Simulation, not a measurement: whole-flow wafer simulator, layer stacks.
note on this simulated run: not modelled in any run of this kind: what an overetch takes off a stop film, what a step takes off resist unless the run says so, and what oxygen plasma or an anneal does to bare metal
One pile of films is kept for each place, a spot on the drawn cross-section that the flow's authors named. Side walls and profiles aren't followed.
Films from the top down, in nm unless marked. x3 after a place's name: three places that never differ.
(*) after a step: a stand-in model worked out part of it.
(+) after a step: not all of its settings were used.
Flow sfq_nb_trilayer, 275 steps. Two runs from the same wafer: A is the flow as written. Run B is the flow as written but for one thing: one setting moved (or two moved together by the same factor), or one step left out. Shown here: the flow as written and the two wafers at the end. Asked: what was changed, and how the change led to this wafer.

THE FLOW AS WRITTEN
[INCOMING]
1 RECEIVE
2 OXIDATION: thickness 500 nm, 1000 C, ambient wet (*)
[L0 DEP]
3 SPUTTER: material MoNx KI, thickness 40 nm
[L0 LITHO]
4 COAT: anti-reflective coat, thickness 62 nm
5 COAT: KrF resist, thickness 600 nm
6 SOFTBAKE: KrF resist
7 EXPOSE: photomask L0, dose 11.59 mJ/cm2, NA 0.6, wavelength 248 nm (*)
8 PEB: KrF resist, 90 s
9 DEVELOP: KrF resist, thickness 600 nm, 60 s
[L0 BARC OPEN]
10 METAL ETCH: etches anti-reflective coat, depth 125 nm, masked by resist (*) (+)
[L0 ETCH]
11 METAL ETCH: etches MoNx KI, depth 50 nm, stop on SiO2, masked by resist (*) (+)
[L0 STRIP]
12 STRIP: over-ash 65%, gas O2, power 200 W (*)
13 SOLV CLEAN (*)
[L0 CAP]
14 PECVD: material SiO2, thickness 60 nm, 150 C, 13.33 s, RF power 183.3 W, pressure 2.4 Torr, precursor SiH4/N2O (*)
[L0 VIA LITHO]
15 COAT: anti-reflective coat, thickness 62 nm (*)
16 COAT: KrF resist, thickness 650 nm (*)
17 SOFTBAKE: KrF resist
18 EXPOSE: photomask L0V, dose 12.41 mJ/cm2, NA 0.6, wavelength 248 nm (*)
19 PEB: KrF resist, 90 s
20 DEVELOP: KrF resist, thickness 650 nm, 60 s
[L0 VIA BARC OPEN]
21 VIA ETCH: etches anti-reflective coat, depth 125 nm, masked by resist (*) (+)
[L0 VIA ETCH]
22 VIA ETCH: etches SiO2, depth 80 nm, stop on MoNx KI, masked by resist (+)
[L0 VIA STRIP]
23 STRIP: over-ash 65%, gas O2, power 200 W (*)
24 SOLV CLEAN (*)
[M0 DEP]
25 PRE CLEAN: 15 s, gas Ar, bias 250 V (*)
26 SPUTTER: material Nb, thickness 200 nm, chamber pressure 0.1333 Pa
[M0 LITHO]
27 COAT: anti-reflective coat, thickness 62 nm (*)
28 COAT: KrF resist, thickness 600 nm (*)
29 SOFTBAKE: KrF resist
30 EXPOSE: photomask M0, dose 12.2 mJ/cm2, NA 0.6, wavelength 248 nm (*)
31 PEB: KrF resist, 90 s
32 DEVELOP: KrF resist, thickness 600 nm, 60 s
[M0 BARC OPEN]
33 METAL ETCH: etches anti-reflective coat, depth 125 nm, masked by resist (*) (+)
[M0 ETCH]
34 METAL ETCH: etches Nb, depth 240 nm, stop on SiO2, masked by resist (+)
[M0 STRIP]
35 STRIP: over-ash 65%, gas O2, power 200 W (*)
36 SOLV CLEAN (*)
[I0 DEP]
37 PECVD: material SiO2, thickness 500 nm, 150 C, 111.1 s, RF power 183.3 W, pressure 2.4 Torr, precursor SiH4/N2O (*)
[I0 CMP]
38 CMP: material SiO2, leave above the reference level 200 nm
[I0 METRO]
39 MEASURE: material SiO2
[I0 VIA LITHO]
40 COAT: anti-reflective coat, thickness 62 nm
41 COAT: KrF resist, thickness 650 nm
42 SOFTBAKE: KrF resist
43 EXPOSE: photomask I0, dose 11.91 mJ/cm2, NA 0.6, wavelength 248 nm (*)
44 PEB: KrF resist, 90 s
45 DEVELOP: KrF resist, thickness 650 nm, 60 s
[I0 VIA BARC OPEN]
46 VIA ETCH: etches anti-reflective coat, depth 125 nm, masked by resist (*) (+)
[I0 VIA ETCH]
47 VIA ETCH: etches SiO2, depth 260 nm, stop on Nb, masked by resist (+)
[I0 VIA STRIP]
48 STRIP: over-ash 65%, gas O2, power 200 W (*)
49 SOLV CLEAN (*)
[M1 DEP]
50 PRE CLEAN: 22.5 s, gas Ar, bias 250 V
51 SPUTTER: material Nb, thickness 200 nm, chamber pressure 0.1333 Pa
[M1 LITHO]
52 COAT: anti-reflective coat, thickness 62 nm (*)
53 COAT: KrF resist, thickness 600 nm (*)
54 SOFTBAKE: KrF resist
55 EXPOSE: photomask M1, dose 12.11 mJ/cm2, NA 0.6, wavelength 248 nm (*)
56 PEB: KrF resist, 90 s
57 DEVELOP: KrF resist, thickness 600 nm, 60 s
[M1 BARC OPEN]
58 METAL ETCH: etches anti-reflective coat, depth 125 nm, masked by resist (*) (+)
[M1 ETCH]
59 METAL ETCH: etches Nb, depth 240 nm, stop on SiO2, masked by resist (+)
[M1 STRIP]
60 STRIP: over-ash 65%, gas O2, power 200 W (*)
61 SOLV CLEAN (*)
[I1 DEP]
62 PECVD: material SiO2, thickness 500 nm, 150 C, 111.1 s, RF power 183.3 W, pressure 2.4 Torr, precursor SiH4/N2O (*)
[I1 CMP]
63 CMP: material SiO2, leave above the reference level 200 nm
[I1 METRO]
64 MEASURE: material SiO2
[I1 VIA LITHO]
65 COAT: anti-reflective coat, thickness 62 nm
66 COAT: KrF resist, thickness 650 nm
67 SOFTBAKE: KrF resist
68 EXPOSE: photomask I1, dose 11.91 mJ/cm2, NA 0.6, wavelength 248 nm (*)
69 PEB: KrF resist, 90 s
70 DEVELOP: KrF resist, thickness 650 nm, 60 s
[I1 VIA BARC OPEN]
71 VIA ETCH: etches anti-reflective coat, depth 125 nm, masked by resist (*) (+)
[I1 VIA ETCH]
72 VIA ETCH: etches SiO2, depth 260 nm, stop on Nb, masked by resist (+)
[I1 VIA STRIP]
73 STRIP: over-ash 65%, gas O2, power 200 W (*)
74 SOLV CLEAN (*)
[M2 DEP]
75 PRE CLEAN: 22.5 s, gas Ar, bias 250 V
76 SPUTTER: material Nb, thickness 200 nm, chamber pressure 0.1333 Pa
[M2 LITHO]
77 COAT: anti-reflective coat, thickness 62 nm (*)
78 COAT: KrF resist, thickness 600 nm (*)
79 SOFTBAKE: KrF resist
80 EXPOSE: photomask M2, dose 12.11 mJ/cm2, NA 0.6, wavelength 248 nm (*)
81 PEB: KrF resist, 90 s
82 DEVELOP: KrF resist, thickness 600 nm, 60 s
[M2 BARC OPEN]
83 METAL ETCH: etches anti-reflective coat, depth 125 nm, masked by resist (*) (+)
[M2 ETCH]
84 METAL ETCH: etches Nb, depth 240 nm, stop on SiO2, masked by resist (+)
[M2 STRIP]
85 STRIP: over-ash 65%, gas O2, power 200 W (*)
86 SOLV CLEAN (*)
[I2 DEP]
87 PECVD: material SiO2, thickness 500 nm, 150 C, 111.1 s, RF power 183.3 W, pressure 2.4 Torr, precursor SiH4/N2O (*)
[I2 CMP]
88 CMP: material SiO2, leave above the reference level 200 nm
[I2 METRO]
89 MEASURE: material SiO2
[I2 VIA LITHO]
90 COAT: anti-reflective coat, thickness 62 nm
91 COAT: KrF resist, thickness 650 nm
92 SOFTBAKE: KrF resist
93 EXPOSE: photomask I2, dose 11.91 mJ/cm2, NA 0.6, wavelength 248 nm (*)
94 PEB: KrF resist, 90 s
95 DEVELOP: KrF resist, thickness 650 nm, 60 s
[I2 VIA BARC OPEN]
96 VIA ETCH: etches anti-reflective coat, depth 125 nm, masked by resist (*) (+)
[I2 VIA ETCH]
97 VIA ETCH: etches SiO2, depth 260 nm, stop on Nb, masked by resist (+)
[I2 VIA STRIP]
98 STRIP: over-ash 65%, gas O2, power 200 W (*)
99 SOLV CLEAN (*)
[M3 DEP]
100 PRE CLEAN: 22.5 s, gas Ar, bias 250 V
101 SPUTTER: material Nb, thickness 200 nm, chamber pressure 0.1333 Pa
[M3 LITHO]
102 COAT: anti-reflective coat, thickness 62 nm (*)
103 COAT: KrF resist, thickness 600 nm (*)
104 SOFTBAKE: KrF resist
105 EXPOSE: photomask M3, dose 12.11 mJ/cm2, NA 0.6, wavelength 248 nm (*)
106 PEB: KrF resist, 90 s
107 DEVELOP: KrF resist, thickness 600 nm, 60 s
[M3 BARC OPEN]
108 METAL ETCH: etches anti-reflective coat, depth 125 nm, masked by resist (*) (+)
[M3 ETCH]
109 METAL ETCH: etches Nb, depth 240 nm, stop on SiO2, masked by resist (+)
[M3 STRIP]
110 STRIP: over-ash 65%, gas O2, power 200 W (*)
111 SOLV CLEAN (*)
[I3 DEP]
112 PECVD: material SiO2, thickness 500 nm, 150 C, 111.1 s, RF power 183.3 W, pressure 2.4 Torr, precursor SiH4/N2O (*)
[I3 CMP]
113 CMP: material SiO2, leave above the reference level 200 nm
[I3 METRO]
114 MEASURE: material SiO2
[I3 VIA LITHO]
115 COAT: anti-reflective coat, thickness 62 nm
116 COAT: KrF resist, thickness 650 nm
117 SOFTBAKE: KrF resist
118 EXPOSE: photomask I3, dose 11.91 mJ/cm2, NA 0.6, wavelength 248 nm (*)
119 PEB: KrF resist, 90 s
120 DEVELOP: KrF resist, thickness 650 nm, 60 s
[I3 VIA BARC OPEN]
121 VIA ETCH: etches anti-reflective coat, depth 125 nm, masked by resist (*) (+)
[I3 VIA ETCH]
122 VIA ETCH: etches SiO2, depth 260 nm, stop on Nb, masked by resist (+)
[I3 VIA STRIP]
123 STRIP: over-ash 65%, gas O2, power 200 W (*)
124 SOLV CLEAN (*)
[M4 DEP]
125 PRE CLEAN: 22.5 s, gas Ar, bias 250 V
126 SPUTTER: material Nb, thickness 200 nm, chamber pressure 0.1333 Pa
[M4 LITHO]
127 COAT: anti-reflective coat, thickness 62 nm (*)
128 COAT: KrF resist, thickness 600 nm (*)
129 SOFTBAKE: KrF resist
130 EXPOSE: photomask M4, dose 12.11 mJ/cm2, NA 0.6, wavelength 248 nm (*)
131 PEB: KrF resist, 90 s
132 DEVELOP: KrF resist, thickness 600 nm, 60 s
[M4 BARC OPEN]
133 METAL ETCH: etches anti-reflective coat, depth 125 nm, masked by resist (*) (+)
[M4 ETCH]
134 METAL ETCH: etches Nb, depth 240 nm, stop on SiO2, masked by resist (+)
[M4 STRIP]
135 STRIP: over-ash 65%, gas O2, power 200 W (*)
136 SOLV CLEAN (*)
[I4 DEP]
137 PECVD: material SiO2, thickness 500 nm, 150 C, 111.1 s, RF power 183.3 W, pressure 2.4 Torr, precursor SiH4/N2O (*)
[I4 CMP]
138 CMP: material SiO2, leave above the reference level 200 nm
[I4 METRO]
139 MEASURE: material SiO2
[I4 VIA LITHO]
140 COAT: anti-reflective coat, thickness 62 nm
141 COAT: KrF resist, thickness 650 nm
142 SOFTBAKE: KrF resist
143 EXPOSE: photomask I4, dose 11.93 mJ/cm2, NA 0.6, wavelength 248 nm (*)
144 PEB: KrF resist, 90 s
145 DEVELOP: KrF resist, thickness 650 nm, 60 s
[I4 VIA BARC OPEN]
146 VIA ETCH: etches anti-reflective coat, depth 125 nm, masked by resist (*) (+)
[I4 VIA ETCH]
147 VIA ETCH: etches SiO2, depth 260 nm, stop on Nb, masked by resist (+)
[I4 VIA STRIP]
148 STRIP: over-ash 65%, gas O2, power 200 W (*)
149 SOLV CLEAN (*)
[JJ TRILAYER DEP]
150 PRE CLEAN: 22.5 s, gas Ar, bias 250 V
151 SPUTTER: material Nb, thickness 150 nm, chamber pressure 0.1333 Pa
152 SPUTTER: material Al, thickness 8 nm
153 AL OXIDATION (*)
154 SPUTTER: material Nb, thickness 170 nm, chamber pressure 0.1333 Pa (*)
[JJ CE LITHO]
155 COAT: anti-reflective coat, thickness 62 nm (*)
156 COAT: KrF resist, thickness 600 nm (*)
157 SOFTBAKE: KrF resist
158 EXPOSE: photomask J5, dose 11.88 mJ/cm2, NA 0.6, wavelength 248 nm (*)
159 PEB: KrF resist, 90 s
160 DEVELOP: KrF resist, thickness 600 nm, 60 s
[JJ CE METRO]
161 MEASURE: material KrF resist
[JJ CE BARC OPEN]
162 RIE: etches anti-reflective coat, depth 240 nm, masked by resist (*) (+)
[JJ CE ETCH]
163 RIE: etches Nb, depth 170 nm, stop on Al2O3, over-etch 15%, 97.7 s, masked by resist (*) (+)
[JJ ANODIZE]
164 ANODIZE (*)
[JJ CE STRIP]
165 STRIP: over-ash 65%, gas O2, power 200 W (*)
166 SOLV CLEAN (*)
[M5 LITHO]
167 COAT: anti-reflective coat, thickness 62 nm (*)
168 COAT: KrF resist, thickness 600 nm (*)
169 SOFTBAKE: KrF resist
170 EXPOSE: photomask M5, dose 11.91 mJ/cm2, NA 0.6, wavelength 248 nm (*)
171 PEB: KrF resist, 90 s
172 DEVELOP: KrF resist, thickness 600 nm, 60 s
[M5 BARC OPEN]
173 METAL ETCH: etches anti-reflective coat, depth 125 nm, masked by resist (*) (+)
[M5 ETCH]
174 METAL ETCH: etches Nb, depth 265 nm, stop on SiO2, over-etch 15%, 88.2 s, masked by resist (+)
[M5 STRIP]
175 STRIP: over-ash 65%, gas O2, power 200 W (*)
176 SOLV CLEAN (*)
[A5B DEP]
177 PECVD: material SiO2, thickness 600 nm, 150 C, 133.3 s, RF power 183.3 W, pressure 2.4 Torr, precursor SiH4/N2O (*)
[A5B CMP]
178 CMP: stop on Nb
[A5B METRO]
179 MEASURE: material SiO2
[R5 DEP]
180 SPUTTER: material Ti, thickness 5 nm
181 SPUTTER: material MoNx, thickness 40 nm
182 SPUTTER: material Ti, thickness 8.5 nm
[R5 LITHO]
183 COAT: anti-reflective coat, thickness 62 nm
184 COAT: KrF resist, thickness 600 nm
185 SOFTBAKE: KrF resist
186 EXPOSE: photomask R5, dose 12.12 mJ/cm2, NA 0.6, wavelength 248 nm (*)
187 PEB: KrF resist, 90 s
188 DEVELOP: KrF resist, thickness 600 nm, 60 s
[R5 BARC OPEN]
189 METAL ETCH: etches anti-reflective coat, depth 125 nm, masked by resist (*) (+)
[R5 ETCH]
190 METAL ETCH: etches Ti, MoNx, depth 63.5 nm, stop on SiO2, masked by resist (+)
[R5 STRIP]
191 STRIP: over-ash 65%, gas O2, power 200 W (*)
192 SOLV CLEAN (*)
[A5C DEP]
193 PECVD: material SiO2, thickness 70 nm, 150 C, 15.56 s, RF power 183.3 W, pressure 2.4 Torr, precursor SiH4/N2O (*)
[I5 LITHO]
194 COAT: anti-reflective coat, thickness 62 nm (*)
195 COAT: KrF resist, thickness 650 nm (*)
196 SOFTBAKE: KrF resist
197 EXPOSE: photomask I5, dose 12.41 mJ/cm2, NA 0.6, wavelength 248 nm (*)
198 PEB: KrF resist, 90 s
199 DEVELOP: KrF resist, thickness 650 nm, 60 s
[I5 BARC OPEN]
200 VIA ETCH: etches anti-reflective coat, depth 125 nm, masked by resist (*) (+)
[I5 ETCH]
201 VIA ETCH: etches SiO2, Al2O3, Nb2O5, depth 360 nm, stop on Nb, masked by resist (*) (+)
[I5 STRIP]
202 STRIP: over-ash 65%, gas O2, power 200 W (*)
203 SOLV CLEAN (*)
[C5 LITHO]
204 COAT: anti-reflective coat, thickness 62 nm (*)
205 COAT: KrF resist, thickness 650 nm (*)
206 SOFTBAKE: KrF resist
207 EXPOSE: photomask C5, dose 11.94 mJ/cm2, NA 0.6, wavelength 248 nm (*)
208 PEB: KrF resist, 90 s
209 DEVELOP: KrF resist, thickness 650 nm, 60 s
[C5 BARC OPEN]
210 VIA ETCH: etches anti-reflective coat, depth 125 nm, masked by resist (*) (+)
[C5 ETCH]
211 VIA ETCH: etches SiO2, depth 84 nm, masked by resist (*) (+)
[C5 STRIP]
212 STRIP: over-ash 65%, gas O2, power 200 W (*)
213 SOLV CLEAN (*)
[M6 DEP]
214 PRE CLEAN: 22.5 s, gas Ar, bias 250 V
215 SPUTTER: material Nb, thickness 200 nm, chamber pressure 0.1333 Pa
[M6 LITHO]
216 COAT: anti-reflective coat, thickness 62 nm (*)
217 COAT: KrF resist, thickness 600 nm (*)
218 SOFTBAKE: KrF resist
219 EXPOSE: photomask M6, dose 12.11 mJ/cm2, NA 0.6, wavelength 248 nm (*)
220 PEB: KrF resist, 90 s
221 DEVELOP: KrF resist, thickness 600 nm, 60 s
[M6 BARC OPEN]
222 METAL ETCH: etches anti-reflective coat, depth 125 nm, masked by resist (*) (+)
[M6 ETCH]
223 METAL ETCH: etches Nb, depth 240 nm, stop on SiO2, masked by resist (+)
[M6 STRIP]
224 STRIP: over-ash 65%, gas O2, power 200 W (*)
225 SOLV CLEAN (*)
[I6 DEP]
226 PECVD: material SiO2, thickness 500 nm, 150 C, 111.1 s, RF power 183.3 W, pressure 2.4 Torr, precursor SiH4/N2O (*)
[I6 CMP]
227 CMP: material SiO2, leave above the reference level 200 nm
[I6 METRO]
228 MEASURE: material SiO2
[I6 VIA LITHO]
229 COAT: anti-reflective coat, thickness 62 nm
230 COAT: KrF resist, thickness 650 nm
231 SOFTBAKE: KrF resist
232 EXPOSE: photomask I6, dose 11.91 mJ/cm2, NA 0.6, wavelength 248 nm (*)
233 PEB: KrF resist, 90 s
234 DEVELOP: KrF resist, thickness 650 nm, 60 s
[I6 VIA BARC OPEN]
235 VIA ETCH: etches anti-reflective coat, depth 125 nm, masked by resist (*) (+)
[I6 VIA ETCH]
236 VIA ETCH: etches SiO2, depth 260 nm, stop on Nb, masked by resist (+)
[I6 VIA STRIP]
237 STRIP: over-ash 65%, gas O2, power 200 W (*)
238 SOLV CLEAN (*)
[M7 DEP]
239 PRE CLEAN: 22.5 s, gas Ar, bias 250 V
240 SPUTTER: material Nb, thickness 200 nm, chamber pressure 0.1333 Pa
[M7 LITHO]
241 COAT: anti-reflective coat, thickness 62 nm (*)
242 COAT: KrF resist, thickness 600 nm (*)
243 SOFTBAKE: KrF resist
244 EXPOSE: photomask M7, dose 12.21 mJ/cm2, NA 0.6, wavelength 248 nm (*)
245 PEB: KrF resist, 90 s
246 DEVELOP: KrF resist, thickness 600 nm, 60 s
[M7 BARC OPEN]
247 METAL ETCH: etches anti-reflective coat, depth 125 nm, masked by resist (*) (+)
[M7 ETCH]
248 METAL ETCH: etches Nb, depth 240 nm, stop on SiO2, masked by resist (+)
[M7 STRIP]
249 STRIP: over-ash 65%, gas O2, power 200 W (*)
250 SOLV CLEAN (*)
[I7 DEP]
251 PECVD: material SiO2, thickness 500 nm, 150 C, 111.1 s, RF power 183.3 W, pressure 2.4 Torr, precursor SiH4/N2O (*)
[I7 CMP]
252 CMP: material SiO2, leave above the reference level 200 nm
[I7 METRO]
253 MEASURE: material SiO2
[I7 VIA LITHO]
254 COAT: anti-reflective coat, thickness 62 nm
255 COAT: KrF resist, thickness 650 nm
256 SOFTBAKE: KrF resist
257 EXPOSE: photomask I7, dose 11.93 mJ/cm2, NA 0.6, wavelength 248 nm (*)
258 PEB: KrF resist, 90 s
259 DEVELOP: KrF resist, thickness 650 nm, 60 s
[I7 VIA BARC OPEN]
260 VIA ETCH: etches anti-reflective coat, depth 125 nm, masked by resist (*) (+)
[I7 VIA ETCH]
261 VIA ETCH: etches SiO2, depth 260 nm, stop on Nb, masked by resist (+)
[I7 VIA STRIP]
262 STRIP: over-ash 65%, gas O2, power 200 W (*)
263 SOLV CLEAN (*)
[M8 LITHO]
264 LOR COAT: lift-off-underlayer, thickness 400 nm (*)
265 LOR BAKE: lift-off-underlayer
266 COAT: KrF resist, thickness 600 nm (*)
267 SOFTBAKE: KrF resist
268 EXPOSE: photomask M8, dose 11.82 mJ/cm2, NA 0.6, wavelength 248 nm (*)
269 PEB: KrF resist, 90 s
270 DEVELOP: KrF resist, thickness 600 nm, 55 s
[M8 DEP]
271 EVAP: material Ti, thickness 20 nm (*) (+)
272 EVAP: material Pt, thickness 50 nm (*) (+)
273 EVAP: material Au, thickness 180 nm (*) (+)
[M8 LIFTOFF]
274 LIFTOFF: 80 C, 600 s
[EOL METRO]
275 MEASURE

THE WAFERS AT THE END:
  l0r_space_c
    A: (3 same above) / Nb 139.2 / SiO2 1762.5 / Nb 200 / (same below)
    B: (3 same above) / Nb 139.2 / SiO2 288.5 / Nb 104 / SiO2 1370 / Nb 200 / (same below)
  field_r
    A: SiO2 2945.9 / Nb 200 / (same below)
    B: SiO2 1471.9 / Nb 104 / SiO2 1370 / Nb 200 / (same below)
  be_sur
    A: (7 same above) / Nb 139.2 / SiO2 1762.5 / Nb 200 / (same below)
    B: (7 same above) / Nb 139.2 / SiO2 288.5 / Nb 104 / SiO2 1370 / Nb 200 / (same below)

The cause: step 134, METAL ETCH: depth 96 nm was run, where the flow has depth 240 nm.

How the change led to this, step by step:
  134 METAL ETCH: etches Nb, depth 240 nm, stop on SiO2, masked by resist (+)
      field_l, be, be_sur and 64 more: A Nb -200 (all of it) | B Nb -96
      v_sur, via_wl, via_w and 36 more: A KrF resist -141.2 | B KrF resist -56.5
  135 STRIP: over-ash 65%, gas O2, power 200 W (*)
      p4_fl x3, p4_w1 x9, p4_g1 x2 and 15 more: A KrF resist -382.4 (all of it), anti-reflective coat -62 (all of it) | B KrF resist -467.1 (all of it), anti-reflective coat -62 (all of it)
      ln_m5, lsp_m: A KrF resist -381.9 (all of it), anti-reflective coat -61.8 (all of it) | B KrF resist -466.6 (all of it), anti-reflective coat -61.8 (all of it)
      (and at 8 more places)
  137 PECVD: material SiO2, thickness 500 nm, 150 C, 111.1 s, RF power 183.3 W, pressure 2.4 Torr, precursor SiH4/N2O (*)
      field_l, be, be_sur and 55 more: A SiO2 +500 | B SiO2 +500 (new film)
      p3_s0 x6: A SiO2 +557.1 | B SiO2 +500 (new film)
      (and at 3 more places)
  138 CMP: material SiO2, leave above the reference level 200 nm
      field_l, be, be_sur and 55 more: A SiO2 -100 | B SiO2 -204
      p3_s0 x6: A SiO2 -157.1 | B SiO2 -204
      (and at 3 more places)
Counting metal films that touch as one body, l0r_space_c has 3 bodies (between them, from the top down: SiO2 288.5; SiO2 1370); the flow as written gives 2 bodies (between them, from the top down: SiO2 1762.5).
Counting metal films that touch as one body, field_r has 2 bodies (between them, from the top down: SiO2 1370); the flow as written gives 1 body.
Counting metal films that touch as one body, be_sur has 5 bodies (between them, from the top down: SiO2 192.5; SiO2 209 / Al2O3 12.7 / Nb2O5 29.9; SiO2 288.5; SiO2 1370); the flow as written gives 4 bodies (between them, from the top down: SiO2 192.5; SiO2 209 / Al2O3 12.7 / Nb2O5 29.9; SiO2 1762.5).
